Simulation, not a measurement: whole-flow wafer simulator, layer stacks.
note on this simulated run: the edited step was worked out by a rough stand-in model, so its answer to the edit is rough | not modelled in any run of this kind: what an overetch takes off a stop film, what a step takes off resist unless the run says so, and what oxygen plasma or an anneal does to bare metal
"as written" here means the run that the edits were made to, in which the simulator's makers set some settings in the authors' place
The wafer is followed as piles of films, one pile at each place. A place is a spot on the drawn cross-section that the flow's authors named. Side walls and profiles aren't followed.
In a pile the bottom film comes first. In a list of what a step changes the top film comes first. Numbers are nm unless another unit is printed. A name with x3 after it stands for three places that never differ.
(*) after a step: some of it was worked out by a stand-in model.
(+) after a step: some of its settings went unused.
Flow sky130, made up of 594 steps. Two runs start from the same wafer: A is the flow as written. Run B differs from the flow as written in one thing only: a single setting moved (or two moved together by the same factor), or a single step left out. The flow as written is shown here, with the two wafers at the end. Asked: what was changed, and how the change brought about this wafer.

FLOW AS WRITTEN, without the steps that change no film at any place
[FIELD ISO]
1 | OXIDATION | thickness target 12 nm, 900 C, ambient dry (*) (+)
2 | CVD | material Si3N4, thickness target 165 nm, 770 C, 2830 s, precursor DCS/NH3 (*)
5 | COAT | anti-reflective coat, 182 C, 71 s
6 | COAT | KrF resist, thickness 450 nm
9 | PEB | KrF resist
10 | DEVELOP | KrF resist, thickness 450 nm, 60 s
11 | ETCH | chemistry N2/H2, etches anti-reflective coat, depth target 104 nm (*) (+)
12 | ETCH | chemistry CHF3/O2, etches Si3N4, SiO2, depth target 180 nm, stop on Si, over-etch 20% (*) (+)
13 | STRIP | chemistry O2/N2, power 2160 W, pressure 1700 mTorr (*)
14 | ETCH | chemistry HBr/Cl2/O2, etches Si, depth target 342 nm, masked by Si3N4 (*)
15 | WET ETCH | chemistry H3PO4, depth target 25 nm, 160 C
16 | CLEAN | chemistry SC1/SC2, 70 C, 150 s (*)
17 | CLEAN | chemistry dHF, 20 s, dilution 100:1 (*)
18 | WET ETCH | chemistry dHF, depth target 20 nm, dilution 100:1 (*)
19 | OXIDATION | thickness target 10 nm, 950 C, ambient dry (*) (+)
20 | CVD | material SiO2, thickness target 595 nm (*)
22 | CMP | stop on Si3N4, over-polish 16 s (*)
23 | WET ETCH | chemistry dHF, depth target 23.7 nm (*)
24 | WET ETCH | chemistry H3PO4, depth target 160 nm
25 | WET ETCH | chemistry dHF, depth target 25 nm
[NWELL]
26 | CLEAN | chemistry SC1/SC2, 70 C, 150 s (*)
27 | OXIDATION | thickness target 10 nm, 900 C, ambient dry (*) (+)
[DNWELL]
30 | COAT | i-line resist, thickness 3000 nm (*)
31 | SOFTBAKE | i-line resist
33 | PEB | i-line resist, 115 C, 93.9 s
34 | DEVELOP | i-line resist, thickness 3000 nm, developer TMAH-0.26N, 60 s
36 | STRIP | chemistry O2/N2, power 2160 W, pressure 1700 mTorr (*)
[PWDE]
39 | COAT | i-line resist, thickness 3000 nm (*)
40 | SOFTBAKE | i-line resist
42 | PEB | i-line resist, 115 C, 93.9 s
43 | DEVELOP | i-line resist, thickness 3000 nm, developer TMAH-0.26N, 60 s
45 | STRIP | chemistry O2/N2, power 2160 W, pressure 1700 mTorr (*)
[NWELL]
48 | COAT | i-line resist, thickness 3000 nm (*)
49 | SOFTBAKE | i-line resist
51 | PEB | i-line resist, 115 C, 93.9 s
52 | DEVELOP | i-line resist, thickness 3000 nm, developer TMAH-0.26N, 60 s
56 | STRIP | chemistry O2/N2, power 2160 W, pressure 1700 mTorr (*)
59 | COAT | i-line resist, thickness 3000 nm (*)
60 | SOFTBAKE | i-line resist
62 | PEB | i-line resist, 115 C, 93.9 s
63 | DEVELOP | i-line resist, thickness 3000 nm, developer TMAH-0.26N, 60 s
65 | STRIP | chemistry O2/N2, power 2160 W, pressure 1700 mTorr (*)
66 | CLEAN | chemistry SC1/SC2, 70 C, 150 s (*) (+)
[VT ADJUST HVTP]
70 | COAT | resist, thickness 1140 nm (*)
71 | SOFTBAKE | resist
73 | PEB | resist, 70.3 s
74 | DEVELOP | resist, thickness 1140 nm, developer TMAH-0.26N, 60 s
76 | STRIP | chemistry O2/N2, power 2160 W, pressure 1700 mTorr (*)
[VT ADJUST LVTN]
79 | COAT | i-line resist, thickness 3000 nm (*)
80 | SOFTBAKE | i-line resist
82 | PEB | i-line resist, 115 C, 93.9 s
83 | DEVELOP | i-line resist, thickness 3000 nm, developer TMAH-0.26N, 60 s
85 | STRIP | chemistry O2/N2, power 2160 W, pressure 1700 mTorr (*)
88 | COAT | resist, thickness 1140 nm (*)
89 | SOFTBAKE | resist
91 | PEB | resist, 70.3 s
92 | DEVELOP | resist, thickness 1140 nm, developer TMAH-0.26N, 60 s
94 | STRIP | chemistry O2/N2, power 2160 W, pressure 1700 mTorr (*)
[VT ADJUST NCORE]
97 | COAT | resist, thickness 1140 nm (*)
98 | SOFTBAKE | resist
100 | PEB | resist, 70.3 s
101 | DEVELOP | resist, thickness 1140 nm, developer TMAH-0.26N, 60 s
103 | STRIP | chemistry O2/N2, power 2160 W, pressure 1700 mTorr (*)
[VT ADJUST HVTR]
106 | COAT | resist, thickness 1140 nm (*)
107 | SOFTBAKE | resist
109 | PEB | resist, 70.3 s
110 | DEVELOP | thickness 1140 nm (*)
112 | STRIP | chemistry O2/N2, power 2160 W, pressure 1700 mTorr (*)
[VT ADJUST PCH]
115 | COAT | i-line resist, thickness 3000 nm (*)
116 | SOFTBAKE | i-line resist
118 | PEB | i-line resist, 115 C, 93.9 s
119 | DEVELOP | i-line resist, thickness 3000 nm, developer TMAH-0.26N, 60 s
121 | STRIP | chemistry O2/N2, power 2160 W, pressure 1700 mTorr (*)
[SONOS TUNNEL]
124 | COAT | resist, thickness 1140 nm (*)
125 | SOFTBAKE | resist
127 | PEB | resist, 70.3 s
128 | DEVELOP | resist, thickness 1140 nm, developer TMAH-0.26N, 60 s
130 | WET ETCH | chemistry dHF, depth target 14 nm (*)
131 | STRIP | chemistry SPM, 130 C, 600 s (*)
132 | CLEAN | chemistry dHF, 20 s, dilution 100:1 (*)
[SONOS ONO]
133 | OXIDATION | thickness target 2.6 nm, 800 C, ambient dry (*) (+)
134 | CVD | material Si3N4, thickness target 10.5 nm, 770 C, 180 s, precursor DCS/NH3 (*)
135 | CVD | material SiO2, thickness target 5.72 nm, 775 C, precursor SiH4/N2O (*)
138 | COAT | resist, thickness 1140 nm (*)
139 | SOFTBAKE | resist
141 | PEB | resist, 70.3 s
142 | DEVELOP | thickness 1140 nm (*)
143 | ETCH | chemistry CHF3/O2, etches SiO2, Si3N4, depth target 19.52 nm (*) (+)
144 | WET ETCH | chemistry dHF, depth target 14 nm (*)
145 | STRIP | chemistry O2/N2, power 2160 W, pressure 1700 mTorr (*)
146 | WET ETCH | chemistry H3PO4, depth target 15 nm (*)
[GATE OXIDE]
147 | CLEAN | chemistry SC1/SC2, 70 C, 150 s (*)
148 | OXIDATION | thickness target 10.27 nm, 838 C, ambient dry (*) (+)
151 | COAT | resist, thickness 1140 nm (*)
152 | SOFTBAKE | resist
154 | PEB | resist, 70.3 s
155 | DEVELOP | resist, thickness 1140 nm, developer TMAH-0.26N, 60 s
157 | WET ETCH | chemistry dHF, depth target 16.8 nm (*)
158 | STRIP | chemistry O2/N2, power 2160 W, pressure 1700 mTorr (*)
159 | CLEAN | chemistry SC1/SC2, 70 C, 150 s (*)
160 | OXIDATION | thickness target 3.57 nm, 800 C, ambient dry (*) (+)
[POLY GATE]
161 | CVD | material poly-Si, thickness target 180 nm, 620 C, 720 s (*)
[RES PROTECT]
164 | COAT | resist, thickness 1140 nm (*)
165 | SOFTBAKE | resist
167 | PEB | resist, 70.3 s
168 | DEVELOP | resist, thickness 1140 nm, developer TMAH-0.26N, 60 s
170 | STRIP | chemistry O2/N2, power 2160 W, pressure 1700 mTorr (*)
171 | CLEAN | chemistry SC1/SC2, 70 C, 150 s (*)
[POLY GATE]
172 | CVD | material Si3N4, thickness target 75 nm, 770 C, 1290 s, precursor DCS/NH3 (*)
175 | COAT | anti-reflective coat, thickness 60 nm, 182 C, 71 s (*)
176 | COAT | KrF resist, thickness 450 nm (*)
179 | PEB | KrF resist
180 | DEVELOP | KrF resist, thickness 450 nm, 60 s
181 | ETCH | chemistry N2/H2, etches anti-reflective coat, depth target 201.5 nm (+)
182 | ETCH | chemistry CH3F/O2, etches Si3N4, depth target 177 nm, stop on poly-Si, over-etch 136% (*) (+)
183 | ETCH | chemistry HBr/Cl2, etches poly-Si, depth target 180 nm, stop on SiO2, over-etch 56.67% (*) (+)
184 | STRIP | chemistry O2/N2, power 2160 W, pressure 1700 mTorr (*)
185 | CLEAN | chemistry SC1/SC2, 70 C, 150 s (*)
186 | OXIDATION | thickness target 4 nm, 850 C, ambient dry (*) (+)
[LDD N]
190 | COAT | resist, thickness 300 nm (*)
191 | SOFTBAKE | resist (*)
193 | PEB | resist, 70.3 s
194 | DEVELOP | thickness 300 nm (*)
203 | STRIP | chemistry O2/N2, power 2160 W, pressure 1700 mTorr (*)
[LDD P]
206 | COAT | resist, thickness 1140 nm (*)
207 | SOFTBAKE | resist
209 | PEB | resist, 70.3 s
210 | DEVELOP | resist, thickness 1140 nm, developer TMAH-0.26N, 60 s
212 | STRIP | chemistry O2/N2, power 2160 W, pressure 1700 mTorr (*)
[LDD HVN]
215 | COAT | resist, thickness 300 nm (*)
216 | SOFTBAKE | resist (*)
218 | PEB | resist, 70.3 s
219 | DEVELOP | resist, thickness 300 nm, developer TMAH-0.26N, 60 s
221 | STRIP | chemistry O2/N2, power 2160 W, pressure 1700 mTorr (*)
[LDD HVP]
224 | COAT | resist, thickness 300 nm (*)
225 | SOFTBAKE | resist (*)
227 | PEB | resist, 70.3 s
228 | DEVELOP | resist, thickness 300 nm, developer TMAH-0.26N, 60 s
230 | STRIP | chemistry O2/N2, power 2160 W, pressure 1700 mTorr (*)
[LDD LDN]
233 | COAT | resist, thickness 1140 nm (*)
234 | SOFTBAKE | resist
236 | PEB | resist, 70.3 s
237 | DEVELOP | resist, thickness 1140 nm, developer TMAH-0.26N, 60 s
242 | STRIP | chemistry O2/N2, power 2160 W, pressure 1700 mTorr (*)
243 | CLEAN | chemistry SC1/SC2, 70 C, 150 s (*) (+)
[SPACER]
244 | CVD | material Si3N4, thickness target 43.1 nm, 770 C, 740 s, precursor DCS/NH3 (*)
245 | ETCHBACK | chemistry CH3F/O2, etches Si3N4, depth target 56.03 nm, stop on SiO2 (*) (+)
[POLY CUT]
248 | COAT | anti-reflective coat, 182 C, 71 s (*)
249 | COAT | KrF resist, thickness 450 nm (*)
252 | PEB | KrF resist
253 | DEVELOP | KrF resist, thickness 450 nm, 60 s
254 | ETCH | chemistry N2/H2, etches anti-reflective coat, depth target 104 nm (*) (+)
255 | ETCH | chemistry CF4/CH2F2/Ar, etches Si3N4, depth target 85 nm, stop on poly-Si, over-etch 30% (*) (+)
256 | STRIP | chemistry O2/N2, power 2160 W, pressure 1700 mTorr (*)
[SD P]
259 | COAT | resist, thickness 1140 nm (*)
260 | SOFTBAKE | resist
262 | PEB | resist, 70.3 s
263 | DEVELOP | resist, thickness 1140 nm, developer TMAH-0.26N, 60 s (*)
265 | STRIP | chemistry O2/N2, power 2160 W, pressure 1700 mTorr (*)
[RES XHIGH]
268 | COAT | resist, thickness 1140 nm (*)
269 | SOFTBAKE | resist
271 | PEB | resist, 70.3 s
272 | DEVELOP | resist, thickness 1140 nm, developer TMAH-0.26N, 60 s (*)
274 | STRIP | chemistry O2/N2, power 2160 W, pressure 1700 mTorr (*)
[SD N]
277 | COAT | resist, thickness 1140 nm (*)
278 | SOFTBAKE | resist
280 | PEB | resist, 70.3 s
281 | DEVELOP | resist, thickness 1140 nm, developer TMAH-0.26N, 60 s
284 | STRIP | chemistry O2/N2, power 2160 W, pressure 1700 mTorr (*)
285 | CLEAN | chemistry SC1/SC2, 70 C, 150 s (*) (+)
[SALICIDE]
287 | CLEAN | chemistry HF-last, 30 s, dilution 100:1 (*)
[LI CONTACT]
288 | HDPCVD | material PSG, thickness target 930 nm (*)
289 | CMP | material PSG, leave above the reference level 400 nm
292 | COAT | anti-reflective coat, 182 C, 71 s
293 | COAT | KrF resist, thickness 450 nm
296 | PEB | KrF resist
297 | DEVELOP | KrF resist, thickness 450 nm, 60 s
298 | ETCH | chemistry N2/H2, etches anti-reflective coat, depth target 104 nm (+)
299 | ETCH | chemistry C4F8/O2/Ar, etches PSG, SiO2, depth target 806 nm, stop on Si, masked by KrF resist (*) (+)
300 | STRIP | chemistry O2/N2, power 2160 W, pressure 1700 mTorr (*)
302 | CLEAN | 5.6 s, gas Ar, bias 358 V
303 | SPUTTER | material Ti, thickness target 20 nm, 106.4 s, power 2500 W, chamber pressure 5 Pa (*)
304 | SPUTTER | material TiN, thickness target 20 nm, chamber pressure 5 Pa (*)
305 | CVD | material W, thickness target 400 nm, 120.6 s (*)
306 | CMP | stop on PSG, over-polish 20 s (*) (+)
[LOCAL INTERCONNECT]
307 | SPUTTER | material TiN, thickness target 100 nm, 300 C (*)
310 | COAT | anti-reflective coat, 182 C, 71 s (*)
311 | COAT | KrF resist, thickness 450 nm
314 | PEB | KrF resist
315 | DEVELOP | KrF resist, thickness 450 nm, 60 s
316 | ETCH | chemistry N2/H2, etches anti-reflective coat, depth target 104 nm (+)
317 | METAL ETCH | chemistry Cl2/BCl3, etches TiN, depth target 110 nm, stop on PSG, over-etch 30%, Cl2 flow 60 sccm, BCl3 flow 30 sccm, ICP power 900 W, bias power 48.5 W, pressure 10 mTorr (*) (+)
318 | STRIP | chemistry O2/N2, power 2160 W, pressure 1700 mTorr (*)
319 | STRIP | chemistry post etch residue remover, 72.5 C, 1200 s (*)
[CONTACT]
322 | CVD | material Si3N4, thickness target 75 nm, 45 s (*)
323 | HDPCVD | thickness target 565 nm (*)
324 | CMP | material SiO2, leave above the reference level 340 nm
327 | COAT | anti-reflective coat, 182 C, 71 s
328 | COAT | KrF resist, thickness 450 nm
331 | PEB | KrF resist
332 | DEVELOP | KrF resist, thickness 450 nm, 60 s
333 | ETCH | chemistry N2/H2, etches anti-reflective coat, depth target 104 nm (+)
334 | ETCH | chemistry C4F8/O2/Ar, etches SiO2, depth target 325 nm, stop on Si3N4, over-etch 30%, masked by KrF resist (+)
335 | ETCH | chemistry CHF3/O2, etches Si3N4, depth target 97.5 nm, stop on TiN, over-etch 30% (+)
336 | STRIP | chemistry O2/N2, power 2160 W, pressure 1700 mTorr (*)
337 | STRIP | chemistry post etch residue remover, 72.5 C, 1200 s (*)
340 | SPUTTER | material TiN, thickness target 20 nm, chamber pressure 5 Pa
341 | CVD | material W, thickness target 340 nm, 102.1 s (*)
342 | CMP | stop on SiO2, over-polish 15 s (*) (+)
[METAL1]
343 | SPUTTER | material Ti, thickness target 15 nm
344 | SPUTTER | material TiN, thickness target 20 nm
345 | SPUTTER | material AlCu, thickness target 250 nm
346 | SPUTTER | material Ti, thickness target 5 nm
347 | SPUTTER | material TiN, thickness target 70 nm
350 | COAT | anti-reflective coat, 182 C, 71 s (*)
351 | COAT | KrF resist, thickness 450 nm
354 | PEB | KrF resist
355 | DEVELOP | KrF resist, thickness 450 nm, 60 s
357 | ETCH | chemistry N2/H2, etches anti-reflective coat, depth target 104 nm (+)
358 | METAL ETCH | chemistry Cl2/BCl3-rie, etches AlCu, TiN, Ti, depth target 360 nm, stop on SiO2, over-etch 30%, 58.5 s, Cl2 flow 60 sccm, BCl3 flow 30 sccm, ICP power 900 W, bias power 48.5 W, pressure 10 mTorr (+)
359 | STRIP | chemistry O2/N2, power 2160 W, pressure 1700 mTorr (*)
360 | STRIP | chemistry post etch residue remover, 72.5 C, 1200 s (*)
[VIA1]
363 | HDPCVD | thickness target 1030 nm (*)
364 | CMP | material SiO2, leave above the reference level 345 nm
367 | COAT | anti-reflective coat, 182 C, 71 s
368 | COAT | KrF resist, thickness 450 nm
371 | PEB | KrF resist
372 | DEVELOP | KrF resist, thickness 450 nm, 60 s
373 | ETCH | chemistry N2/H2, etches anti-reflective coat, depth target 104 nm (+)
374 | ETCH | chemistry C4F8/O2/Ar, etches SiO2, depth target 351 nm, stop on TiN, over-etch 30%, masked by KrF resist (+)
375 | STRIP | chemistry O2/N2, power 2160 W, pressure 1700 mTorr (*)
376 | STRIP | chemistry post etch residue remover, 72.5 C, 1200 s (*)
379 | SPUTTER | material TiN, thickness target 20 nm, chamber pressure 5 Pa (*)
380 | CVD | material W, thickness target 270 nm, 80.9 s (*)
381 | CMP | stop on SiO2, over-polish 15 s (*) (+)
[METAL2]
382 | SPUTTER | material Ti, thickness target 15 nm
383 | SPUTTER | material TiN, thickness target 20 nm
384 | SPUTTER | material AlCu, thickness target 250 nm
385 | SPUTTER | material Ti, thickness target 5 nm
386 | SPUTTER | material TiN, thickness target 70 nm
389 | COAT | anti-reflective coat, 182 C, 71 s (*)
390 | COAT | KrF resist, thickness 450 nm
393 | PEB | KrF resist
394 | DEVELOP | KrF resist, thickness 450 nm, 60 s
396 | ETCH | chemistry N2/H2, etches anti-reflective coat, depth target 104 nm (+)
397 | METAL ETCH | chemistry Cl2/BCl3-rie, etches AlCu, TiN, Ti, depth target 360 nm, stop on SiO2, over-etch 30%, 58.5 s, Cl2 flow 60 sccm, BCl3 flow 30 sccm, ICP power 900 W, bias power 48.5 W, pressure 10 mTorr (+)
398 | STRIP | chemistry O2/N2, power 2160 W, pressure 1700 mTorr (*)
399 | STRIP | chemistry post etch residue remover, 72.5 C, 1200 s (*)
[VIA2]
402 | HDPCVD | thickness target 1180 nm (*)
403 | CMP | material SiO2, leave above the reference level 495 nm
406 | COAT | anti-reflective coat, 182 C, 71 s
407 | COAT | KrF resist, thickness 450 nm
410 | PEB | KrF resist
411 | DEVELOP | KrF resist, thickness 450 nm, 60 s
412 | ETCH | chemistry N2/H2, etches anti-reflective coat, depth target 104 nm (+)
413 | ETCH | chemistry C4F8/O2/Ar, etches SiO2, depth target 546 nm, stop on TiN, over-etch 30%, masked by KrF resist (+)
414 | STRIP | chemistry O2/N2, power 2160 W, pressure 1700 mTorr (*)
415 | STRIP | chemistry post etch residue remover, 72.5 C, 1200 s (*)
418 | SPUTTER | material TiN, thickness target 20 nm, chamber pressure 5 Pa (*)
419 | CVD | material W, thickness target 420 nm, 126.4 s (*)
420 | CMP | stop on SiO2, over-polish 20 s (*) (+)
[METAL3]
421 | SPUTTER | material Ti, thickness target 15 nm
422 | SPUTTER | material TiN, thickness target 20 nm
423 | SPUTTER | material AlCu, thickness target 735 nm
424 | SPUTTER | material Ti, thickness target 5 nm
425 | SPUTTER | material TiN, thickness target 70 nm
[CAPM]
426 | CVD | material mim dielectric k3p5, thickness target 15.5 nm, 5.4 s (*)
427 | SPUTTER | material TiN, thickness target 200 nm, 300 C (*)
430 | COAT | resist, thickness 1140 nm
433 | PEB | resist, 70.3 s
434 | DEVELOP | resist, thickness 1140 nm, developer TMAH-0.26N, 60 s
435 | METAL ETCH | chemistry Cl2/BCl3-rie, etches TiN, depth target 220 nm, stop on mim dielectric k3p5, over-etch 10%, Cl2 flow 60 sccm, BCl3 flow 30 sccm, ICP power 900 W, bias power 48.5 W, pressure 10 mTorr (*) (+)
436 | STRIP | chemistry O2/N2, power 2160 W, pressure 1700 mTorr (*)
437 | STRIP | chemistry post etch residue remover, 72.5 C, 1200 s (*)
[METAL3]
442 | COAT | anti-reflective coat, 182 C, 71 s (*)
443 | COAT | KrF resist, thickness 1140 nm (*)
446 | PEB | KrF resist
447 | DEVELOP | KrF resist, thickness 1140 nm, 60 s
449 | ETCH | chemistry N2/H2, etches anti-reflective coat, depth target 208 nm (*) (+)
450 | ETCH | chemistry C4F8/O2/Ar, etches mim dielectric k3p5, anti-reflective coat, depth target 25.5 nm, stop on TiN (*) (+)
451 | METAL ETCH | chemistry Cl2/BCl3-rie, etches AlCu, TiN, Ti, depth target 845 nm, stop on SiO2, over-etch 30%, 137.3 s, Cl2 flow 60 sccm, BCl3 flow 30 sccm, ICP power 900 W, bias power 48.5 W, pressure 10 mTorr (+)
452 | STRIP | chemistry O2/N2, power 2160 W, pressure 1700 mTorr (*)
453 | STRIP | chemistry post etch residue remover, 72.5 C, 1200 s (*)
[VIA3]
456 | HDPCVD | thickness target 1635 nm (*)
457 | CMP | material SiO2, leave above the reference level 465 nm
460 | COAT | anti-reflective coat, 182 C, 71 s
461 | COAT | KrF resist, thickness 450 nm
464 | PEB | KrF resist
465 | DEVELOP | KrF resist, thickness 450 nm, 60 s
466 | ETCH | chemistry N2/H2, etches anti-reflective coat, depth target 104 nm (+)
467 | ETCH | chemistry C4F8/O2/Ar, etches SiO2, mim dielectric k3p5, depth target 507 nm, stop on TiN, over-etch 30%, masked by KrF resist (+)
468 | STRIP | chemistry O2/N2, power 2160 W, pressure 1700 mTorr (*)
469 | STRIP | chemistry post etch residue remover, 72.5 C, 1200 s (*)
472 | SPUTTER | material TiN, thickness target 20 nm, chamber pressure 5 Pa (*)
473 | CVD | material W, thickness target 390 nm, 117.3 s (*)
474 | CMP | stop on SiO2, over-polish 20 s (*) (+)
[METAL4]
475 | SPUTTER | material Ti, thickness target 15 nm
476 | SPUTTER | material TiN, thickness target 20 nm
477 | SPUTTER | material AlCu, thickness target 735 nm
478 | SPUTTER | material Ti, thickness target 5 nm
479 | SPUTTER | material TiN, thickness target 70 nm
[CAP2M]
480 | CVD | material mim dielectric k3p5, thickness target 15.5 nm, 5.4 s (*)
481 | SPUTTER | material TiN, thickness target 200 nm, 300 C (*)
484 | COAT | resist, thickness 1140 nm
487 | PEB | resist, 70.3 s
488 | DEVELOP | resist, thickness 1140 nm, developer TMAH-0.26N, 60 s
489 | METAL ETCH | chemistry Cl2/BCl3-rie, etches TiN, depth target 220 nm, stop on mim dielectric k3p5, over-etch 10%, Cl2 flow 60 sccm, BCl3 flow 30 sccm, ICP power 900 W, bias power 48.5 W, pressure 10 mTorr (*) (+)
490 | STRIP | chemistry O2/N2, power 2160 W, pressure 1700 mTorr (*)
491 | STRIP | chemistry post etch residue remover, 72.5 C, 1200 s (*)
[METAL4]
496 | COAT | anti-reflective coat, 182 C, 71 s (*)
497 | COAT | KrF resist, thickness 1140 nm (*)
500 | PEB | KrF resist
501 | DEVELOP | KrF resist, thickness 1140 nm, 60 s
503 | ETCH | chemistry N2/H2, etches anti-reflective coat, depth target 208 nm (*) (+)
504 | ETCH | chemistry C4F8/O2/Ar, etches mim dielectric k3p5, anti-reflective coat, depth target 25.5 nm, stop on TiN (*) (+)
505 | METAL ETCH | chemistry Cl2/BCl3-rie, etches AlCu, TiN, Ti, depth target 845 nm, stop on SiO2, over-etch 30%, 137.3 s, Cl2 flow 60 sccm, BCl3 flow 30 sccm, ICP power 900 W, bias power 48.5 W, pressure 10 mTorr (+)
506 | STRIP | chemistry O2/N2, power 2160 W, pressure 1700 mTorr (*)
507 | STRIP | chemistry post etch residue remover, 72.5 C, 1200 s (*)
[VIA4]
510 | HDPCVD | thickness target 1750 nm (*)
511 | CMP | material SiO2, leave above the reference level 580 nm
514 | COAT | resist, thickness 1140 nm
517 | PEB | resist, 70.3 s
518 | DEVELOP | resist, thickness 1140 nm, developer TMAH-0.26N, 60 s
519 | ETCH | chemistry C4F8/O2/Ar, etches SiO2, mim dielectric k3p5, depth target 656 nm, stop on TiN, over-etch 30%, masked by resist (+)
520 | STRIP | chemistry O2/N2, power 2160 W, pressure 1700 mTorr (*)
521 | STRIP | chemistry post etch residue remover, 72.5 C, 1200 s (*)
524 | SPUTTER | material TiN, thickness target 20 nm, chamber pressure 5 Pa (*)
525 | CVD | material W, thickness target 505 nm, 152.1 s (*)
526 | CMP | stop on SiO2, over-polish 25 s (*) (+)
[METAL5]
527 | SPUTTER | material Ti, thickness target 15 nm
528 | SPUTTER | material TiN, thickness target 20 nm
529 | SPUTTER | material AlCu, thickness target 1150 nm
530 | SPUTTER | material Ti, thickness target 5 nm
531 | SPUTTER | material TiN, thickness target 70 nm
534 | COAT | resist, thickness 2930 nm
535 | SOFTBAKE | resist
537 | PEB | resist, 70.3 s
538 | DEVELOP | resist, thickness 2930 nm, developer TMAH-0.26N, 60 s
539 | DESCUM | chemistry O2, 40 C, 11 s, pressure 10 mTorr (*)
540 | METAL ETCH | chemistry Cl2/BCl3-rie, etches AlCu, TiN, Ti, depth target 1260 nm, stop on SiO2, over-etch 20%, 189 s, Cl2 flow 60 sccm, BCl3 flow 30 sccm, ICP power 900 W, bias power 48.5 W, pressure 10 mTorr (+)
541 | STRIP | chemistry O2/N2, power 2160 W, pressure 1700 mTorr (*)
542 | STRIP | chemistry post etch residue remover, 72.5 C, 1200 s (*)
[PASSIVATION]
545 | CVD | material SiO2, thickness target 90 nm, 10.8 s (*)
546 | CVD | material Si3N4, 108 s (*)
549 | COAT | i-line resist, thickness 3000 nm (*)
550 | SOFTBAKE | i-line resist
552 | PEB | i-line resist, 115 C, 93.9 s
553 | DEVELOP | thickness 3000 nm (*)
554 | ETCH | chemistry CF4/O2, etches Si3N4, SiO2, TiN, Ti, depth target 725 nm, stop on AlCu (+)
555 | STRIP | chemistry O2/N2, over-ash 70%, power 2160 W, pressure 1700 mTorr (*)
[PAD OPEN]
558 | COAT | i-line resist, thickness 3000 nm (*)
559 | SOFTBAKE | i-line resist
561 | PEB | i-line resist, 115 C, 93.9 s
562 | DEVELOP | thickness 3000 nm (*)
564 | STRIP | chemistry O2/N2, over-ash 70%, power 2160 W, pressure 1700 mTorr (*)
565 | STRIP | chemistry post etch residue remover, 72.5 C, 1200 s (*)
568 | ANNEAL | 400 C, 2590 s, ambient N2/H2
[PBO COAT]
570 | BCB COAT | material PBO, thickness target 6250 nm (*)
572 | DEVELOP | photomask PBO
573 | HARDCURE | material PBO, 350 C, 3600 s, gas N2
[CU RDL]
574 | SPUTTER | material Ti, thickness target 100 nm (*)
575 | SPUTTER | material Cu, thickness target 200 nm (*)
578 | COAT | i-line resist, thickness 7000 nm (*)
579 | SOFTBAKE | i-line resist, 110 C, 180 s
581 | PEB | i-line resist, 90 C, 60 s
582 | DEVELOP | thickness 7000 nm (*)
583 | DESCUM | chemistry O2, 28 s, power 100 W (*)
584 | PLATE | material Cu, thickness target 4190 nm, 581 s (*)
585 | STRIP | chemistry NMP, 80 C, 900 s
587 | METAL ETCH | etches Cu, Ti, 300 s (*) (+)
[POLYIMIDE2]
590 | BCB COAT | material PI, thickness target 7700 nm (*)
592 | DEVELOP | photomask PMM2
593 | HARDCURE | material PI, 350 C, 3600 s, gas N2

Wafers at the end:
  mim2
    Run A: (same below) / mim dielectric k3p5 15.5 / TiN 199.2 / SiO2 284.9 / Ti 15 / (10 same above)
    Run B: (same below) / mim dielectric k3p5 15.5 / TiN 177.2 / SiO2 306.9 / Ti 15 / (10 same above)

Cause: step 481, SPUTTER: thickness target 178 nm was run, while the flow as written has thickness target 200 nm.

How this came from the change, step by step:
  481 | SPUTTER | material TiN, thickness target 200 nm, 300 C (*)
      field, active, n_well and 189 more: A +200 TiN (new film) | B +178 TiN (new film)
  489 | METAL ETCH | chemistry Cl2/BCl3-rie, etches TiN, depth target 220 nm, stop on mim dielectric k3p5, over-etch 10%, Cl2 flow 60 sccm, BCl3 flow 30 sccm, ICP power 900 W, bias power 48.5 W, pressure 10 mTorr (*) (+)
      field, active, n_well and 188 more: A -200 TiN (all of it) | B -178 TiN (all of it)
      mim2: A -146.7 resist | B -130.5 resist
  496 | COAT | anti-reflective coat, 182 C, 71 s (*)
      iso_guard__w2: A +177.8 anti-reflective coat (new film) | B +163.4 anti-reflective coat (new film)
      mim2: A +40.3 anti-reflective coat (new film) | B +35.4 anti-reflective coat (new film)
  497 | COAT | KrF resist, thickness 1140 nm (*)
      mim2: A +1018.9 KrF resist (new film) | B +1040 KrF resist (new film)
  506 | STRIP | chemistry O2/N2, power 2160 W, pressure 1700 mTorr (*)
      iso_guard__w2: A -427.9 KrF resist (all of it), -177.8 anti-reflective coat (all of it) | B -437.5 KrF resist (all of it), -163.4 anti-reflective coat (all of it)
      mim2: A -372.1 KrF resist (all of it), -40.3 anti-reflective coat (all of it) | B -393.1 KrF resist (all of it), -35.4 anti-reflective coat (all of it)
